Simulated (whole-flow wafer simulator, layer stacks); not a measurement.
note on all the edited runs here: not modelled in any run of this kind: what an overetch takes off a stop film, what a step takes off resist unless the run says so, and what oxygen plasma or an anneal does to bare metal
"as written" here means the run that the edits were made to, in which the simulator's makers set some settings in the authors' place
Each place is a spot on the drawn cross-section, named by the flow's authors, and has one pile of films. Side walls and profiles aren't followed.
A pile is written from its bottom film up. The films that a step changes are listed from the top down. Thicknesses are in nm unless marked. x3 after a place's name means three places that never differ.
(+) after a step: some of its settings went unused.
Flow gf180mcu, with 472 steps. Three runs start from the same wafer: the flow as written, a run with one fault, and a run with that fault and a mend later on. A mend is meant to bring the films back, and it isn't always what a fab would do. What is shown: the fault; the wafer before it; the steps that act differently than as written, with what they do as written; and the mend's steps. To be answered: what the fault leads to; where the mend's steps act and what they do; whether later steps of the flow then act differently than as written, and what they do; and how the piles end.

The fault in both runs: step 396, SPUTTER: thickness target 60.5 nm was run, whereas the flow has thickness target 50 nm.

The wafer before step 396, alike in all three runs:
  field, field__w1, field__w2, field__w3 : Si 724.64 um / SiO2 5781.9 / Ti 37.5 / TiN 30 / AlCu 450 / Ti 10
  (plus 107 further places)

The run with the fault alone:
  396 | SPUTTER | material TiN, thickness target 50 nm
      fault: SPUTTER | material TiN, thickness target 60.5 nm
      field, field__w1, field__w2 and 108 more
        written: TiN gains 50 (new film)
        fault: TiN gains 60.5 (new film)
  Steps further on in the flow that do not act as written (1 other step is not shown; it differs only slightly, by no more than 2% or 0.5 nm, whichever is larger):
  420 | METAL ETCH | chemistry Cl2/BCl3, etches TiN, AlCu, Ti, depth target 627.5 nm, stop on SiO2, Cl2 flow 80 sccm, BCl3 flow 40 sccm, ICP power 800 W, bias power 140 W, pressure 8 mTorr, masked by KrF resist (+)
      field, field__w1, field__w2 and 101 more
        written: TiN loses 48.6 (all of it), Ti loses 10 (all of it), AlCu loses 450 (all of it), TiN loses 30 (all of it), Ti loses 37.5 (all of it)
        fault: TiN loses 59.1 (all of it), Ti loses 10 (all of it), AlCu loses 450 (all of it), TiN loses 30 (all of it), Ti loses 37.5 (all of it)
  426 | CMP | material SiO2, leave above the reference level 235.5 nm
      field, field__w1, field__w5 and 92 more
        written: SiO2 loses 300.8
        fault: SiO2 loses 290.3
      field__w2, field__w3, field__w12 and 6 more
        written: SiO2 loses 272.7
        fault: SiO2 loses 261.7
  At field__w4, field__w8, contact, m1, m1__w1, mim, mim_1p0, m1_nw, the piles at the end differ from the flow's by more than 2% or 0.5 nm, whichever is larger.
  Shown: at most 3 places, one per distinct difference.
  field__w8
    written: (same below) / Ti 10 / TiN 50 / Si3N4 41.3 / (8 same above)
    fault: (same below) / Ti 10 / TiN 60.5 / Si3N4 41.3 / (8 same above)
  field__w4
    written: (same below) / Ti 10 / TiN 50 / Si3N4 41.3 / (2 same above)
    fault: (same below) / Ti 10 / TiN 60.5 / Si3N4 41.3 / (2 same above)
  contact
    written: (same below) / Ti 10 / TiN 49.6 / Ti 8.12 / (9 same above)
    fault: (same below) / Ti 10 / TiN 60.1 / Ti 8.12 / (9 same above)

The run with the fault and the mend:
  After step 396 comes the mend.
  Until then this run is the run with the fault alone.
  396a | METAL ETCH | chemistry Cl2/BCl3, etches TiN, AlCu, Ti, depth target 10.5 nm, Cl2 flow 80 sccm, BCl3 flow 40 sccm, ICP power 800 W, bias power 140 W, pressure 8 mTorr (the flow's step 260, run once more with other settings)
      field, field__w1, field__w2 and 108 more
        TiN loses 10.5
  Every later step of the flow that is run acts as written at every place that is followed.
  At every place that both follow, the piles at the end match the flow's.
